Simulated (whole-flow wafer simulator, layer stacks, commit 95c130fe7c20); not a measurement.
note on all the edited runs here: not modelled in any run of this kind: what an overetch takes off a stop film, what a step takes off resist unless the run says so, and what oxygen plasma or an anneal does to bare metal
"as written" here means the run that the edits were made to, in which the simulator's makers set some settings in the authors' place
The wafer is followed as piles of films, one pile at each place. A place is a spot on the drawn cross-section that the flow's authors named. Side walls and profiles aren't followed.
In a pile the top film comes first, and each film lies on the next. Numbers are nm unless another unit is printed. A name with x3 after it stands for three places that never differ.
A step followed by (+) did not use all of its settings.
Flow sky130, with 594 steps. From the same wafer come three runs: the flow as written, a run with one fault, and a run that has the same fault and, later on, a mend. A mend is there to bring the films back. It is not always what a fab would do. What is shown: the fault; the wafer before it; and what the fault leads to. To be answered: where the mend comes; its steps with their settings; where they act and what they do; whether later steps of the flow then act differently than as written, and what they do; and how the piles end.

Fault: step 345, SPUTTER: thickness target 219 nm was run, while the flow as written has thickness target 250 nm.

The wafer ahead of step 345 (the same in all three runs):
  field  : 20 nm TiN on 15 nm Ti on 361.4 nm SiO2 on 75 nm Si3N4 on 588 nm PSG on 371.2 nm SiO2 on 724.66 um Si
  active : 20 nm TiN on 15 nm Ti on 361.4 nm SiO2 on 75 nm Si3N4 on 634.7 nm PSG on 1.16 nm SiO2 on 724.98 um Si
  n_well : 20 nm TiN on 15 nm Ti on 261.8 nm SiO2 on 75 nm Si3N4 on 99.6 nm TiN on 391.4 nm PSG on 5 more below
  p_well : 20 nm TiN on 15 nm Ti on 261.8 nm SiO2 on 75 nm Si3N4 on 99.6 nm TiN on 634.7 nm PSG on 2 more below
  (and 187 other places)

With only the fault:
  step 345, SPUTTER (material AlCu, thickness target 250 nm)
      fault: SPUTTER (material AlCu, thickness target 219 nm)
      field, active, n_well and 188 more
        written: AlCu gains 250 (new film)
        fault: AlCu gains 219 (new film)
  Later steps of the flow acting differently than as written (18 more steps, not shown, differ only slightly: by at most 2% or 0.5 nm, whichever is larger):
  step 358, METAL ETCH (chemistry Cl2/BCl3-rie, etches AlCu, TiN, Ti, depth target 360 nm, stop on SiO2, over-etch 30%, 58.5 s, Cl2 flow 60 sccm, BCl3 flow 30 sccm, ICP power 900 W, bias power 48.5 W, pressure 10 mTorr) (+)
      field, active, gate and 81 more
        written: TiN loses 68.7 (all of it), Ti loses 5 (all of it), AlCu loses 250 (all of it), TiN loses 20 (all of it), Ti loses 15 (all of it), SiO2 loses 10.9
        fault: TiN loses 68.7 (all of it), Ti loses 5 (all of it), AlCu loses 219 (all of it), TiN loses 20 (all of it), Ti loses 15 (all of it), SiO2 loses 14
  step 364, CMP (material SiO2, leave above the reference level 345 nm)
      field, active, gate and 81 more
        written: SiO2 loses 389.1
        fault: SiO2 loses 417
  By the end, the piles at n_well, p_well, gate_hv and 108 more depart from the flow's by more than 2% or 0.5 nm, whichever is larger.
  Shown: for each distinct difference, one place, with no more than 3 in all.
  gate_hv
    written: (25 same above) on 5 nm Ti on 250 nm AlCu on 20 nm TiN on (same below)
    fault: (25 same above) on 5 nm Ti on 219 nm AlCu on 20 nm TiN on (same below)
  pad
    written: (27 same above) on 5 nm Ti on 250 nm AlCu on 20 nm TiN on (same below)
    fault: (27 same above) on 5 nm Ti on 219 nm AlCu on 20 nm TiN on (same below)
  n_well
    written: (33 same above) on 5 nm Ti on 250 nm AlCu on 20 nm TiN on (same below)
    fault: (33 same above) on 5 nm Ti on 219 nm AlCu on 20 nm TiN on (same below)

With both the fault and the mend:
  The mend stands after step 345.
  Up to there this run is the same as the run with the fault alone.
  step 345a, SPUTTER (material AlCu, thickness target 31 nm) (the flow's step 345 again, with other settings)
      field, active, n_well and 188 more
        AlCu gains 31
  Later steps of the flow that are run all act as written at every place that is followed.
  At every place that both follow, the piles at the end match the flow's.
